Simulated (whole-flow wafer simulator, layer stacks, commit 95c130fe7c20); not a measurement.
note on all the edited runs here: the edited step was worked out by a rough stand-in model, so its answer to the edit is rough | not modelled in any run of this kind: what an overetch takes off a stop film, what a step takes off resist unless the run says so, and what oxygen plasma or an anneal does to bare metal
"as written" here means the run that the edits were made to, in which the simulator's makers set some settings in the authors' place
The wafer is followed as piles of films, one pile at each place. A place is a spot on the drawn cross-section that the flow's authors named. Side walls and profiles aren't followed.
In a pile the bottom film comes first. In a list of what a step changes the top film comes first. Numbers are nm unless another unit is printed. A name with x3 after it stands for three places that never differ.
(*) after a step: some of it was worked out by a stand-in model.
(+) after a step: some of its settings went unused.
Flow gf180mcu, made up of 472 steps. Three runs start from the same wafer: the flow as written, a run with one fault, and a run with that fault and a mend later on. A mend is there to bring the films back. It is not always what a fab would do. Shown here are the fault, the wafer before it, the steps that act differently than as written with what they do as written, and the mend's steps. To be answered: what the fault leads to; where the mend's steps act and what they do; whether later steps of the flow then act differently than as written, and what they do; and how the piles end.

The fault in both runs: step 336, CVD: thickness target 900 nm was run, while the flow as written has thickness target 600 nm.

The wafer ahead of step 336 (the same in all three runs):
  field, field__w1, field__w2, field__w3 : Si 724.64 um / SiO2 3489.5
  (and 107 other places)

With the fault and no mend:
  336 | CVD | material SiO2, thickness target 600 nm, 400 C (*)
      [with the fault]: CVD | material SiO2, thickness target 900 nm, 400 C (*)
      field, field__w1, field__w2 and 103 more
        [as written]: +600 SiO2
        [with the fault]: +900 SiO2
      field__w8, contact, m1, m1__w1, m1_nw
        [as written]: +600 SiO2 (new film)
        [with the fault]: +900 SiO2 (new film)
  Later steps of the flow acting differently than as written:
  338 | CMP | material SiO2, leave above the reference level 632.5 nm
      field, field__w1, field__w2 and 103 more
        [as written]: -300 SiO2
        [with the fault]: -600 SiO2
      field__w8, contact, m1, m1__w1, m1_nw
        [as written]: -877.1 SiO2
        [with the fault]: -1177.1 SiO2
  By the end, the piles equal the flow's at every place that both follow.

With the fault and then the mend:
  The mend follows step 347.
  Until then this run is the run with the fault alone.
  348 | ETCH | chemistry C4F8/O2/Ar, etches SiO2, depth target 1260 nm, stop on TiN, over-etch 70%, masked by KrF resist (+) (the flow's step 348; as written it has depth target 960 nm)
      field, field__w1, field__w2 and 107 more
        -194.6 KrF resist
      contact
        -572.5 SiO2 (all of it)
  Later steps of the flow that are run all act as written at every place that is followed, up to a difference of at most 2% or 0.5 nm, whichever is larger.
  By the end, the piles equal the flow's at every place that both follow.
